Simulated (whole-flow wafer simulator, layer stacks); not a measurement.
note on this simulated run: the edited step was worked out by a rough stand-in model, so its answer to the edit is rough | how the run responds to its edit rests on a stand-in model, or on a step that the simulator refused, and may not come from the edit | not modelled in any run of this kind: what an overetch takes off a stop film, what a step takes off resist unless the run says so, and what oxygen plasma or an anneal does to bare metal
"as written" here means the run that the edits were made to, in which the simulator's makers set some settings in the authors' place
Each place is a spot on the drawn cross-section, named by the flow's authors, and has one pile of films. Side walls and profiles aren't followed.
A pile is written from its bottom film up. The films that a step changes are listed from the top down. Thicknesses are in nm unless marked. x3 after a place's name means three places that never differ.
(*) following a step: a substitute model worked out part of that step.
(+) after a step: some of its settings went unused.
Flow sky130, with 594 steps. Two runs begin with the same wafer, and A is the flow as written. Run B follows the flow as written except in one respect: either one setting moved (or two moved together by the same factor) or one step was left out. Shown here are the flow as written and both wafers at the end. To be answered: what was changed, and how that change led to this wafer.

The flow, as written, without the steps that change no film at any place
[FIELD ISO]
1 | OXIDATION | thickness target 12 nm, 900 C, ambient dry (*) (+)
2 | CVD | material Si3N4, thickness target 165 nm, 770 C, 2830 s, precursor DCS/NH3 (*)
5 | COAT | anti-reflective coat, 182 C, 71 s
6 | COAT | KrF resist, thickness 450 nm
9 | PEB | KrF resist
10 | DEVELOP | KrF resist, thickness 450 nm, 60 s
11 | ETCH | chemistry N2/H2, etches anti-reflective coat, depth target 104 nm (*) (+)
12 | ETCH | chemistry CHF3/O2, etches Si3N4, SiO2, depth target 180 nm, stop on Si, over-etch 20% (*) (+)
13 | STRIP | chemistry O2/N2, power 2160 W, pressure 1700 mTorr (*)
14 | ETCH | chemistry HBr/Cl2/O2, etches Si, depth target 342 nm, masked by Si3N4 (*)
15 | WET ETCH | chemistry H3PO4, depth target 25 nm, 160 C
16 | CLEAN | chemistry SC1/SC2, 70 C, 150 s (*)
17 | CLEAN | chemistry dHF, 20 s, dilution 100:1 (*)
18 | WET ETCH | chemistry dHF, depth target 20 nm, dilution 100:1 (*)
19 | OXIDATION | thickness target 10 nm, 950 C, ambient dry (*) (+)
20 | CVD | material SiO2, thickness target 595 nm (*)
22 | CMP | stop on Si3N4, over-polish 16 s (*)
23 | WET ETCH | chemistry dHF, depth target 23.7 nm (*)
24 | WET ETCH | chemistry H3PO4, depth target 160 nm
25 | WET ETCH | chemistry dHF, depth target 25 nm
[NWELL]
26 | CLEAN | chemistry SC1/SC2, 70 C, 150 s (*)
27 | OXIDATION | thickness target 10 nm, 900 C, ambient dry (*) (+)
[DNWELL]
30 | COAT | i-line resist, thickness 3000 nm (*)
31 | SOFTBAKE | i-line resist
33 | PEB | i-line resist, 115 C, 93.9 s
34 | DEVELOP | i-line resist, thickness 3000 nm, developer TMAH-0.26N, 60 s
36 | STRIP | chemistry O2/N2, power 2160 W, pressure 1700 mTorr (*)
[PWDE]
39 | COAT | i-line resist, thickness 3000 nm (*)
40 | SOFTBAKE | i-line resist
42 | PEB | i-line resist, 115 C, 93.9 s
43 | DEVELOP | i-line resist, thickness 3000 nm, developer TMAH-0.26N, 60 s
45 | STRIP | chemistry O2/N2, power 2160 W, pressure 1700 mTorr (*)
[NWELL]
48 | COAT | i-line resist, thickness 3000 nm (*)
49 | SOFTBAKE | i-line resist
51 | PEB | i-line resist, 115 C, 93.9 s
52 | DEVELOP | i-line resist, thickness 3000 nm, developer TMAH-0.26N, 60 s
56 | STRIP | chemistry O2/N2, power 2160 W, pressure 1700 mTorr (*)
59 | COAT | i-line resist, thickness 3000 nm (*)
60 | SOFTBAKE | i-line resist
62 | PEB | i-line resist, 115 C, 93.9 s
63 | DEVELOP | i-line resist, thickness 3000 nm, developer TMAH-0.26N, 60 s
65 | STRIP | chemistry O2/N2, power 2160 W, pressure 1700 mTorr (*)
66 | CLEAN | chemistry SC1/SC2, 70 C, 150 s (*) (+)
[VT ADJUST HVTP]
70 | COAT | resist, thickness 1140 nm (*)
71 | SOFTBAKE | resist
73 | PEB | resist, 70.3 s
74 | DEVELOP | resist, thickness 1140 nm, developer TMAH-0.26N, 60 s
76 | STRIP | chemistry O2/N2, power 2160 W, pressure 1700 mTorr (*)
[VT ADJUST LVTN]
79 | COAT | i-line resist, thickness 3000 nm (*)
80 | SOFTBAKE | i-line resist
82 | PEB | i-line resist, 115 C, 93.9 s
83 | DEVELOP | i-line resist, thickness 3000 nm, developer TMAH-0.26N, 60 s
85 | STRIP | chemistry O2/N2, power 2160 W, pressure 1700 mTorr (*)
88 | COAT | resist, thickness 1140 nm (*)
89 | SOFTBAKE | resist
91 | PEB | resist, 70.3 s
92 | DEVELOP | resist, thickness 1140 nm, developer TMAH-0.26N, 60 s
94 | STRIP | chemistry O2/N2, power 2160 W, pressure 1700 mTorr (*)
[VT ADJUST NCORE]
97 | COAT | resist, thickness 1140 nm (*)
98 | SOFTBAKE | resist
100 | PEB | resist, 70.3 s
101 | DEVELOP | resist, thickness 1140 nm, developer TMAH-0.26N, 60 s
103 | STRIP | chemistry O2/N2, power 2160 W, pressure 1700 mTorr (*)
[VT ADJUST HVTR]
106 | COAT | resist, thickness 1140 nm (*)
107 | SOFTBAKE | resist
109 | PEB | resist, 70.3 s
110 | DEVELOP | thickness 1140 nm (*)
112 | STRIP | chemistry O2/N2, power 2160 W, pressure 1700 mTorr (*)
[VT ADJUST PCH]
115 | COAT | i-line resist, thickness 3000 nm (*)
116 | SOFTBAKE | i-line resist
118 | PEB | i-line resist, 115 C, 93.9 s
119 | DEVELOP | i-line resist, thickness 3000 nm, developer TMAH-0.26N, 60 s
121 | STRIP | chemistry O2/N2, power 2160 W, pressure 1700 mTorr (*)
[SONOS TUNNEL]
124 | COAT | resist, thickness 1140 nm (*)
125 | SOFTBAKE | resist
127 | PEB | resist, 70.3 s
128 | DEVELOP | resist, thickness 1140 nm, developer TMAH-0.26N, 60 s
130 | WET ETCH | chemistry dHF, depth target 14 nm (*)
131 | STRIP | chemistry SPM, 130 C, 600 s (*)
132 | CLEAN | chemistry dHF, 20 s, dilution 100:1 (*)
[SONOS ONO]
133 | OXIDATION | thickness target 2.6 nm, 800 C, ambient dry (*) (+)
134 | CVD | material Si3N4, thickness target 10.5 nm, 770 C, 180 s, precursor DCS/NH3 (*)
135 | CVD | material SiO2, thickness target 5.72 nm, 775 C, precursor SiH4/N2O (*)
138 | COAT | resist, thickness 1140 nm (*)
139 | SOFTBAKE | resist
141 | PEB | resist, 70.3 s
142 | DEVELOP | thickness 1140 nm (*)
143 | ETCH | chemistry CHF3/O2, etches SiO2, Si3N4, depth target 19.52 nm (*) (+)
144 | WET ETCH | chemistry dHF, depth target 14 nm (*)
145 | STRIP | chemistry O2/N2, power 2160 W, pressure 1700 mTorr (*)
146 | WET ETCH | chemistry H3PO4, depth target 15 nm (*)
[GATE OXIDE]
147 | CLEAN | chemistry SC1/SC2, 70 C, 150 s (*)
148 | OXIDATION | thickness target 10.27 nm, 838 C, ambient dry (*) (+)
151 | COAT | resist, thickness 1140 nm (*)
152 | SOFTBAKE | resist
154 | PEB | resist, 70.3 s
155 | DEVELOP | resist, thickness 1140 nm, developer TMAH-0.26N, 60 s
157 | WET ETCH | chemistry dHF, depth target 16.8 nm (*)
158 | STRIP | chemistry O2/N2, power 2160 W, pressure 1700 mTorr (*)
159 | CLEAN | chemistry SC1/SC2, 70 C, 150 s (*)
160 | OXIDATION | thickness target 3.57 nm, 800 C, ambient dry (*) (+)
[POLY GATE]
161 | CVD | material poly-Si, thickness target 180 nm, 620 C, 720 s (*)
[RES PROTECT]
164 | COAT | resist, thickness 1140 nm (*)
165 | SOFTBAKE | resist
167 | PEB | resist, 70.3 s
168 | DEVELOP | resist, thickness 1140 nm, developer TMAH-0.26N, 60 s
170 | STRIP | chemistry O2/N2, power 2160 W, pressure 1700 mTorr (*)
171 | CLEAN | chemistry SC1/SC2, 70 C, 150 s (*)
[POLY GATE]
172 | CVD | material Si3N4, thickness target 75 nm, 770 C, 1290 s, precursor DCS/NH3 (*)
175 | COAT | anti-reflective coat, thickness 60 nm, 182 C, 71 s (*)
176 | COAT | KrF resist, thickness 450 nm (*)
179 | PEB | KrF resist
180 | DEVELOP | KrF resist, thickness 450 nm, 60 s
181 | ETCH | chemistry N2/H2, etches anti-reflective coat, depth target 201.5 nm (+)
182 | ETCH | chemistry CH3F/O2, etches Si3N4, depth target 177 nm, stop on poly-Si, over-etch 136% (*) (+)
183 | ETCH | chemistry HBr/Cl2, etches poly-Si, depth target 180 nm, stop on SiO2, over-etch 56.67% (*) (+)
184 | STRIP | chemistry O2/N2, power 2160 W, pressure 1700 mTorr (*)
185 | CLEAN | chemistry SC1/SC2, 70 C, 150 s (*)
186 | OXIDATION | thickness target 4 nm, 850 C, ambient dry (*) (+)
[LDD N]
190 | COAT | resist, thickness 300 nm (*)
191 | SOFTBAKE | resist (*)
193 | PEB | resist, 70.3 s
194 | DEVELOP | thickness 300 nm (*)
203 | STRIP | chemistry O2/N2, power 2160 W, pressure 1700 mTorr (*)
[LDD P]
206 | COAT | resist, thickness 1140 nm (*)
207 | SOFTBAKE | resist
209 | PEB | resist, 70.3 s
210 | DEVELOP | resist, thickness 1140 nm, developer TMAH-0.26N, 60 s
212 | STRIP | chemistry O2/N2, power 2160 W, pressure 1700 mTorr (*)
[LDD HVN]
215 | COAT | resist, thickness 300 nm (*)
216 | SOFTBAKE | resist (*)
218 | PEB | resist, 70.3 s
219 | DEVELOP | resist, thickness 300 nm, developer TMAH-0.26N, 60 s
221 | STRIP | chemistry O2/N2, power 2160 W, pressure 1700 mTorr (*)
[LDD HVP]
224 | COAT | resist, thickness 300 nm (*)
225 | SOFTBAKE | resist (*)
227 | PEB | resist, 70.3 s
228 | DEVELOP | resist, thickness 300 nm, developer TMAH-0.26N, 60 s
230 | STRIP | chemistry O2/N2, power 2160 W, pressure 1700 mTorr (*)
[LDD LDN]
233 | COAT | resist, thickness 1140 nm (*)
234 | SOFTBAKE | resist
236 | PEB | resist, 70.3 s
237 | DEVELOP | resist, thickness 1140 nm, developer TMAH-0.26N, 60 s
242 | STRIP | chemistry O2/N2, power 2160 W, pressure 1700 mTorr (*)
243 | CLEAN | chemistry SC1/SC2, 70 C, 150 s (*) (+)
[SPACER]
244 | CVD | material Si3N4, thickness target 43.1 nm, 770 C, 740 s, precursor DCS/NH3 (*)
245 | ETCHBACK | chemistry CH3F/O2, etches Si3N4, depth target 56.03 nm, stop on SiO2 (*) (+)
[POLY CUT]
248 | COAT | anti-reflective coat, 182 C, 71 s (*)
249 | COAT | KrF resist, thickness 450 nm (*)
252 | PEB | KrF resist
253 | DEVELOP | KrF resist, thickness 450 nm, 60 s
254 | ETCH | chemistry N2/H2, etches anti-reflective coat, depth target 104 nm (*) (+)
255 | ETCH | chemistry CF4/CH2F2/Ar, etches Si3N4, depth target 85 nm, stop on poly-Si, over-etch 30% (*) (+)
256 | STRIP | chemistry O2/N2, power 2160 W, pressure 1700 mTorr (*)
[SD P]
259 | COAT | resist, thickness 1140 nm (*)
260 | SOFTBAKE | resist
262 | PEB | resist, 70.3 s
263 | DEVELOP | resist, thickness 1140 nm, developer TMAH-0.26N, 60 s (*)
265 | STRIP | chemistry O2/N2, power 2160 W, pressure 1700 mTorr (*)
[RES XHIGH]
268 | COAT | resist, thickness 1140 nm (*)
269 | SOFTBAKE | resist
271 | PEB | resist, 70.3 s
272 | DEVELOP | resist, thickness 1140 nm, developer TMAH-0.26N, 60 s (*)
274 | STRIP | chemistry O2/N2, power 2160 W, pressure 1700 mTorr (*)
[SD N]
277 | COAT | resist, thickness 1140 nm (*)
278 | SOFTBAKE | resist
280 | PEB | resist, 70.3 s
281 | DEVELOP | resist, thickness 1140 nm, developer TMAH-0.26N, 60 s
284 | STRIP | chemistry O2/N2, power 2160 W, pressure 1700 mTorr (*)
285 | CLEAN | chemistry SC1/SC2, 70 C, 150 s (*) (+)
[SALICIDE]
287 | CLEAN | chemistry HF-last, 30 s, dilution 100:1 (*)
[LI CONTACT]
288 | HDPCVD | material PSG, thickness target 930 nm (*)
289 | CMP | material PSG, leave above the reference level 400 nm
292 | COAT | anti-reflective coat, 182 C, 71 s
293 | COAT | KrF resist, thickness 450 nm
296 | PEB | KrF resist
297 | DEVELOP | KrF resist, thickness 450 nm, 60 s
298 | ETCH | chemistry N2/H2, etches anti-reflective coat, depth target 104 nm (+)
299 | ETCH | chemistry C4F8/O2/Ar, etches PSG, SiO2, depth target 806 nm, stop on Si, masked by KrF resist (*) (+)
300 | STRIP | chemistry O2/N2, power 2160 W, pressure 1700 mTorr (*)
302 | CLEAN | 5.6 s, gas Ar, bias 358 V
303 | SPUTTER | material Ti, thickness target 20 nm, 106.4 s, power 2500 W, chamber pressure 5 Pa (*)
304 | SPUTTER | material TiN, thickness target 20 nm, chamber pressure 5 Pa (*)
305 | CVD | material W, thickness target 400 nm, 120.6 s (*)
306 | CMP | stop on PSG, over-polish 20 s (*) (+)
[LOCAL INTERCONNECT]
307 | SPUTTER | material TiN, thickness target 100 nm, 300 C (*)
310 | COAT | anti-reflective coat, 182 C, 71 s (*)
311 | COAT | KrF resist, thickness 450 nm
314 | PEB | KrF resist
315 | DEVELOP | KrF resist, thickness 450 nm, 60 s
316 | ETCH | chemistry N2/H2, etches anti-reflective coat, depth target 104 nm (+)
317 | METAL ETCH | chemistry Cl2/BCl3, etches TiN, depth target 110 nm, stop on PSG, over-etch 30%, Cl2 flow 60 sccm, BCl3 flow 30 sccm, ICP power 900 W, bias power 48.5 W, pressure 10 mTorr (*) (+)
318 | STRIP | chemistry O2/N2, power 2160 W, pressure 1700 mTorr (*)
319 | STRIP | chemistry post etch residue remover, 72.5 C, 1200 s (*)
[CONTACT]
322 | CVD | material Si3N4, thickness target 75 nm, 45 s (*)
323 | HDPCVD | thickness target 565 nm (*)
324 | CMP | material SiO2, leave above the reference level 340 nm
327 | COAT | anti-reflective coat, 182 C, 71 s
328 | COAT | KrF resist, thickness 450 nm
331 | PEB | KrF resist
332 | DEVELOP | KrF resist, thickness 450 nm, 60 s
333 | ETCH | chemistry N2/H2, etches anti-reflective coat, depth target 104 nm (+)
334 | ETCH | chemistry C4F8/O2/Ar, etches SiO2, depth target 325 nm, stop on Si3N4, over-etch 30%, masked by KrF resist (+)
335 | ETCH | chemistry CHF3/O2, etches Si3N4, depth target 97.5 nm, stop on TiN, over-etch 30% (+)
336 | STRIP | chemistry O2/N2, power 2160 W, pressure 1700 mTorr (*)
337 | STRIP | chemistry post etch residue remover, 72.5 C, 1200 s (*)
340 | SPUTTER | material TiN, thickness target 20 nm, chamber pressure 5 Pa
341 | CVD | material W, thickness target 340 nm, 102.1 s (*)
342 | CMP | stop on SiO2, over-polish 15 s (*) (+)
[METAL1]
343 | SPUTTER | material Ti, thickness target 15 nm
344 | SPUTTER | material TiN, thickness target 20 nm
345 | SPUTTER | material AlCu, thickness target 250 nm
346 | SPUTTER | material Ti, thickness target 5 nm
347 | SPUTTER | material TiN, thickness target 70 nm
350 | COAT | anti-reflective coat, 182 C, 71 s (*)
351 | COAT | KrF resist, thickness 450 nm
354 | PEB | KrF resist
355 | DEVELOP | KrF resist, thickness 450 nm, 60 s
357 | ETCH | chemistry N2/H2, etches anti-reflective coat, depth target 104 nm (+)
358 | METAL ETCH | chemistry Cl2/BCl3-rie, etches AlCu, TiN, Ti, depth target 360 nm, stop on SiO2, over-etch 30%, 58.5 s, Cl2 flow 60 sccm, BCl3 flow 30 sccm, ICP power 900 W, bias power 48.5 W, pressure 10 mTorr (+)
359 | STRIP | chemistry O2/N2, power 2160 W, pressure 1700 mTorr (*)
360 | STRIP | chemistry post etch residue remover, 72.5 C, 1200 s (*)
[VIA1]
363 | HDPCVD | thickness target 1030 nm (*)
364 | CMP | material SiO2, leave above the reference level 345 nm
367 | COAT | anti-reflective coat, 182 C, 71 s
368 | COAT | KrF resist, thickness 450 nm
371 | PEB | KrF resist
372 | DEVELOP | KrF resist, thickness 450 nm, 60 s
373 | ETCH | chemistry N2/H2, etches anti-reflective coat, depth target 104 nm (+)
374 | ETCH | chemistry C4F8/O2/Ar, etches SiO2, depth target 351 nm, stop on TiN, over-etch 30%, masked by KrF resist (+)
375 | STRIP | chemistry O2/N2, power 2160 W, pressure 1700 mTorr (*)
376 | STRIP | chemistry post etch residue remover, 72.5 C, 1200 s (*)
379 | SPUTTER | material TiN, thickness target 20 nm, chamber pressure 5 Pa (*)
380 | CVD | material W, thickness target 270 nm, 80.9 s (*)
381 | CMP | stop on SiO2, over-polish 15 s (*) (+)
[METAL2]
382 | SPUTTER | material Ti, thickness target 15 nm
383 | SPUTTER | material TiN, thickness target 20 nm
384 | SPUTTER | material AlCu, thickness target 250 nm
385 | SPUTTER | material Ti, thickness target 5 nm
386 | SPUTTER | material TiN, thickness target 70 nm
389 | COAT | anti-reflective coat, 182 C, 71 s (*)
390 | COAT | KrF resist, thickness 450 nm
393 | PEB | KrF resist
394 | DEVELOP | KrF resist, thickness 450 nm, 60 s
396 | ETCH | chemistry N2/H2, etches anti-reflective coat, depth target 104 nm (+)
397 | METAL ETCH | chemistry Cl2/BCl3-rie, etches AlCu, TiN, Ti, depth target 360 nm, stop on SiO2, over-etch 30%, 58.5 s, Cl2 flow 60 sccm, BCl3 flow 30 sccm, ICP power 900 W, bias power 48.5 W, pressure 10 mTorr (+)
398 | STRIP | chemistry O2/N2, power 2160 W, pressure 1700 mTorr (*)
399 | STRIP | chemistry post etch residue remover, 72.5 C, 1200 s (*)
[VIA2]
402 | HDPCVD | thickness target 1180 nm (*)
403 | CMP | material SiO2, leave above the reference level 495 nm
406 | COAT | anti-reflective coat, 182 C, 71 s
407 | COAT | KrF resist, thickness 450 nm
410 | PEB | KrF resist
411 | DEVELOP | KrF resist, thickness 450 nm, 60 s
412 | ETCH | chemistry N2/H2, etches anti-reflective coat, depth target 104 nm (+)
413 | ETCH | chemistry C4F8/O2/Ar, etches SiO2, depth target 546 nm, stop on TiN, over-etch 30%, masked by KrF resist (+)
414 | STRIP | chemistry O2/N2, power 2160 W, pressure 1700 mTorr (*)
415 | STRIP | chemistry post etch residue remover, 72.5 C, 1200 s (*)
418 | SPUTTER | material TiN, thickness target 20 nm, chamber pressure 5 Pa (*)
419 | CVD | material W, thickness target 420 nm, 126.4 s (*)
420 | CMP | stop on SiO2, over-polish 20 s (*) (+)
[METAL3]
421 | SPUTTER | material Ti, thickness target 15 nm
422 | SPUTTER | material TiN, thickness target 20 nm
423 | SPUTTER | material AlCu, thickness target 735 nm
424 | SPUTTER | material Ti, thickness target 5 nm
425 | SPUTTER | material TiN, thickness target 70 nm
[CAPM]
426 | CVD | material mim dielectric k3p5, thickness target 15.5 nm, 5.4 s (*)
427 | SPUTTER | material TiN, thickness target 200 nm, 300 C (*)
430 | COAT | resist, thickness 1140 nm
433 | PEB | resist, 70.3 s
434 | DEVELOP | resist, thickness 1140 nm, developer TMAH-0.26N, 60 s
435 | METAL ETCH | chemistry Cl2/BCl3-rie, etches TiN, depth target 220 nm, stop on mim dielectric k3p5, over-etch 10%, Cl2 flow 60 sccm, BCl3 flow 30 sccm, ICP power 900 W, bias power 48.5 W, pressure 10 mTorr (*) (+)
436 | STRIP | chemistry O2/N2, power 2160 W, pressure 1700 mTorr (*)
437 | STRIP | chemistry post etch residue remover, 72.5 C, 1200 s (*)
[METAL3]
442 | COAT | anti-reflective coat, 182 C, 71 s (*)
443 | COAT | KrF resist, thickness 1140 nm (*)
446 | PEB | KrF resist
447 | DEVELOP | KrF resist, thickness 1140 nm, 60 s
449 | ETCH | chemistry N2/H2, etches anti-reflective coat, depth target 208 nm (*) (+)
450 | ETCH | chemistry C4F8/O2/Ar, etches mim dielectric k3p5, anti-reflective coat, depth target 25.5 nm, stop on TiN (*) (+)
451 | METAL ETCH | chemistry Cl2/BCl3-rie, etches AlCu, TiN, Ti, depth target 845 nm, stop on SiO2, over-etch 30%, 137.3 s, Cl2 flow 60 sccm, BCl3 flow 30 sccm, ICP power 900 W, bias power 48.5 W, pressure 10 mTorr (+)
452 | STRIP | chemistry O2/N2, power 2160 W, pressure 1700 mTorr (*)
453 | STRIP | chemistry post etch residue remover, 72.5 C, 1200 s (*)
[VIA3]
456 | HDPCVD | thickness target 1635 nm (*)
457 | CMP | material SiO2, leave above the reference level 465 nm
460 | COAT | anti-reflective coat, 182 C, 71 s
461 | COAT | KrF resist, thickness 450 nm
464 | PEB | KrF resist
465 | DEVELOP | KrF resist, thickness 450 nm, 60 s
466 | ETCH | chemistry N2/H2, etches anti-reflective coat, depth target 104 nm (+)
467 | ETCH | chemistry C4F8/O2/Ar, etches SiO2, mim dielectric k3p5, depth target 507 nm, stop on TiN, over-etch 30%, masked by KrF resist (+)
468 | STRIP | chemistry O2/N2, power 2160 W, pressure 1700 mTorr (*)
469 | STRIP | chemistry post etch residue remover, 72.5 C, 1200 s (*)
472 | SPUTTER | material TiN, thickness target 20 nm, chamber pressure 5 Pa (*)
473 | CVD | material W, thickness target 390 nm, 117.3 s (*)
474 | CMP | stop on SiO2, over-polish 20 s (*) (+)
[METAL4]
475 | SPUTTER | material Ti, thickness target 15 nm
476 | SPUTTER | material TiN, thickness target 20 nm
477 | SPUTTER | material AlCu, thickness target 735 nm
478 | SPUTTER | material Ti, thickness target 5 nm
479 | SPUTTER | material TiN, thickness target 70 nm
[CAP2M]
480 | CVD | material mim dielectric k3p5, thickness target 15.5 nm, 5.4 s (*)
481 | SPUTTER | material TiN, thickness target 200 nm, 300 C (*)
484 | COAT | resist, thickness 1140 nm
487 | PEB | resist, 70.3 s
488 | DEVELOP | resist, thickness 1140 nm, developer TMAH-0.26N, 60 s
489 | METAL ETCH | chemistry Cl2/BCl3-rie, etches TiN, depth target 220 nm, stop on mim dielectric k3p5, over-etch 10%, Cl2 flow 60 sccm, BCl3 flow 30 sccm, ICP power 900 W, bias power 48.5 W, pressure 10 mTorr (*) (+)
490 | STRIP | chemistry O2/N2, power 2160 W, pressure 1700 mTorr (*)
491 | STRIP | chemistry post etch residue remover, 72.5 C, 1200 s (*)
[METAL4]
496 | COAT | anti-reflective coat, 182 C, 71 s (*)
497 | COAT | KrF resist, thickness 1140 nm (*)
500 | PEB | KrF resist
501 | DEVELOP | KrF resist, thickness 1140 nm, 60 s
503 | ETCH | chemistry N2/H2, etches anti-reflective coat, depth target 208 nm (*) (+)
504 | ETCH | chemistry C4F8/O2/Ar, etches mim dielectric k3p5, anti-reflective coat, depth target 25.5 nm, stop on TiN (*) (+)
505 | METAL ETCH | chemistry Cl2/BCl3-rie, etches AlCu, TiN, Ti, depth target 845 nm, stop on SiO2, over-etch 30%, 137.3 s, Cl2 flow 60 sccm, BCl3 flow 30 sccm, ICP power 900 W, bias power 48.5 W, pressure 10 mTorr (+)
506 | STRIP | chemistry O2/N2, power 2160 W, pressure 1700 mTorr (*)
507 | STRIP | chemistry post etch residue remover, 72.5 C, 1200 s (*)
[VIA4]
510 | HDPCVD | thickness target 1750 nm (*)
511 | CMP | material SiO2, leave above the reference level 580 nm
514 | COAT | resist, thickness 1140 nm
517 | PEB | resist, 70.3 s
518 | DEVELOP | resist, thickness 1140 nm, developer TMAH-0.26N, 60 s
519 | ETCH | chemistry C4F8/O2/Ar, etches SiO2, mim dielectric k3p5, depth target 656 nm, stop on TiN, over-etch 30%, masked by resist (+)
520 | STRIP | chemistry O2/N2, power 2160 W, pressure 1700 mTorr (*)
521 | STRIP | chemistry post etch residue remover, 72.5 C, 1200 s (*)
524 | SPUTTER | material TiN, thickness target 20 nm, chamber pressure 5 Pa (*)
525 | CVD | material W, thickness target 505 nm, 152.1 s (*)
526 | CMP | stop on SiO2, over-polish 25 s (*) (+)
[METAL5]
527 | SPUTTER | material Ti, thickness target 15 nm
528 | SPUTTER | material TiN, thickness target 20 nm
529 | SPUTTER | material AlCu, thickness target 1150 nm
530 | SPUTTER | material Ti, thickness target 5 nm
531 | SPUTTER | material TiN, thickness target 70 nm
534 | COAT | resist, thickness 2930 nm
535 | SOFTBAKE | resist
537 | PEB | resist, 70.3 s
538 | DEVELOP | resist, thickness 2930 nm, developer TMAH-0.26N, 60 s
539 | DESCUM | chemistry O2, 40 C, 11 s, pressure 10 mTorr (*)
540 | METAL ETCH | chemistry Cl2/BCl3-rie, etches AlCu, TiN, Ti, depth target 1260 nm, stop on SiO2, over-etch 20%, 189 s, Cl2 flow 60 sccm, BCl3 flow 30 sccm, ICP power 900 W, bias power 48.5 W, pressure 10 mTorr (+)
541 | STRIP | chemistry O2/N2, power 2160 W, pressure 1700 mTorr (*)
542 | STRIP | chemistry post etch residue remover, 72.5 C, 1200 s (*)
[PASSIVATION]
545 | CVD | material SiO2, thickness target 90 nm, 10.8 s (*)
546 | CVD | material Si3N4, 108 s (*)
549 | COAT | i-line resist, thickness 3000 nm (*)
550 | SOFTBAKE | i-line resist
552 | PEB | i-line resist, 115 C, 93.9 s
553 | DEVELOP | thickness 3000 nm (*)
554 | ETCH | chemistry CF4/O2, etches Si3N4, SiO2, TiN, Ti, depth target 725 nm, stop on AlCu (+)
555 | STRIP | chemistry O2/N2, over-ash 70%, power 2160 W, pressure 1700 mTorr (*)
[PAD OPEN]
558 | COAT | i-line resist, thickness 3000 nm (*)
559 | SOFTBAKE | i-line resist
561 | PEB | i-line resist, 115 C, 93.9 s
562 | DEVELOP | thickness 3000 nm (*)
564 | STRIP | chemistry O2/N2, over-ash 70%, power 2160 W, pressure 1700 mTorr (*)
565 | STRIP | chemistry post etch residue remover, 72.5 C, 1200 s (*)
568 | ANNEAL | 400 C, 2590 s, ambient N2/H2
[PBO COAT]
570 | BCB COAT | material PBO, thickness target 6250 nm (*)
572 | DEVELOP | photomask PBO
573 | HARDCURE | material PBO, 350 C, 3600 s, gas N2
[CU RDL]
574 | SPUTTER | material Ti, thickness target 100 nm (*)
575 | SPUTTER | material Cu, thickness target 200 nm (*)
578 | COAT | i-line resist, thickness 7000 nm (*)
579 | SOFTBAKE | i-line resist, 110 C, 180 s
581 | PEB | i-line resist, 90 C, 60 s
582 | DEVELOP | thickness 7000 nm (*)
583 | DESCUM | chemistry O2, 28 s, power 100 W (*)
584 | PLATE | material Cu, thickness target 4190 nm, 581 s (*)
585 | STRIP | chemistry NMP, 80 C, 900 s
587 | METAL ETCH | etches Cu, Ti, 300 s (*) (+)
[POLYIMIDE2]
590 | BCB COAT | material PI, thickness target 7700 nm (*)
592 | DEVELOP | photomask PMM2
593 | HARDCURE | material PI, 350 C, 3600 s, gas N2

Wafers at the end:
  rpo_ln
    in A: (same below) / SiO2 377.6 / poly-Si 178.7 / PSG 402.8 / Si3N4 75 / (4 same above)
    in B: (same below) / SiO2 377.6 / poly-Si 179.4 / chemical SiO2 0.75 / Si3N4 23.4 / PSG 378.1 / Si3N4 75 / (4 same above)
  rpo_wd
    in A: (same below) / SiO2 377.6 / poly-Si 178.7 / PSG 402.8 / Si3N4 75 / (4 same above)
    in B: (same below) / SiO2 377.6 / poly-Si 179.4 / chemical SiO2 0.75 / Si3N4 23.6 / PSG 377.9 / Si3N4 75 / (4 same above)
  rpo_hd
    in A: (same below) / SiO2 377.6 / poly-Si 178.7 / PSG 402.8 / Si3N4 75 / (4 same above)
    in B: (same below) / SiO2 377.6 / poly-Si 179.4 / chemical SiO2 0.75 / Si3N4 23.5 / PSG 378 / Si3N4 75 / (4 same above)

What caused this: step 255, ETCH: depth target 37.4 nm was run, while the flow as written has depth target 85 nm.

How this came from the change, step by step:
  255 | ETCH | chemistry CF4/CH2F2/Ar, etches Si3N4, depth target 85 nm, stop on poly-Si, over-etch 30% (*) (+)
      rpo_wd, rxpo_wd: A Si3N4 loses 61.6 (all of it), chemical SiO2 loses 0.75 (all of it) | B Si3N4 loses 37.4
      poly_licon: A Si3N4 loses 61.9 (all of it), chemical SiO2 loses 0.76 (all of it) | B Si3N4 loses 37.4
      (and at 187 other places as well)
  256 | STRIP | chemistry O2/N2, power 2160 W, pressure 1700 mTorr (*)
      poly_licon, rpo_ln, rpo_wd, rpo_hd, rpo_hd_licon, rxpo_ln, rxpo_wd: A chemical SiO2 gains 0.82 (new film), poly-Si loses 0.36 | B nothing
      dice_street, dep_dnw_sti, iso_dnw_wall, grade_field_poly, de16_nwb_sti: A KrF resist loses 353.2 (all of it), anti-reflective coat loses 80 (all of it) | B KrF resist loses 375.2 (all of it), anti-reflective coat loses 80 (all of it)
      (and at 178 other places as well)
  260 | SOFTBAKE | resist
      mim: A resist gains 10.8 | B resist gains 12.4
      nw_fld: A resist gains 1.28 | B resist gains 1.8
      (and at 14 other places as well)
  269 | SOFTBAKE | resist
      mim: A resist gains 10.8 | B resist gains 12.4
      nw_fld: A resist gains 1.28 | B resist gains 1.8
      (and at 14 other places as well)
  278 | SOFTBAKE | resist
      mim: A resist gains 10.8 | B resist gains 12.4
      nw_fld__w1: A resist gains 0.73 | B resist gains 1.46
      (and at 14 other places as well)
  287 | CLEAN | chemistry HF-last, 30 s, dilution 100:1 (*)
      rpo_ln, rpo_wd, rpo_hd, rpo_hd_licon, rxpo_ln, rxpo_wd: A chemical SiO2 loses 0.77 (all of it) | B Si3N4 loses 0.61
      poly_licon: A chemical SiO2 loses 0.76 (all of it) | B Si3N4 loses 0.61
  289 | CMP | material PSG, leave above the reference level 400 nm
      rpo_wd, rpo_hd, rxpo_wd: A PSG loses 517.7 | B PSG loses 542.6
      poly_licon, rpo_hd_licon: A PSG loses 517.7 | B PSG loses 542.9
      (and at 2 other places as well)
  299 | ETCH | chemistry C4F8/O2/Ar, etches PSG, SiO2, depth target 806 nm, stop on Si, masked by KrF resist (*) (+)
      poly_licon: A PSG loses 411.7 (all of it) | B PSG loses 386.5 (all of it), Si3N4 loses 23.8 (all of it), chemical SiO2 loses 0.76 (all of it)
      rpo_hd_licon: A PSG loses 411.7 (all of it) | B PSG loses 386.5 (all of it), Si3N4 loses 23.8 (all of it), chemical SiO2 loses 0.75 (all of it)
  306 | CMP | stop on PSG, over-polish 20 s (*) (+)
      poly_licon: A W loses 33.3 | B W loses 34
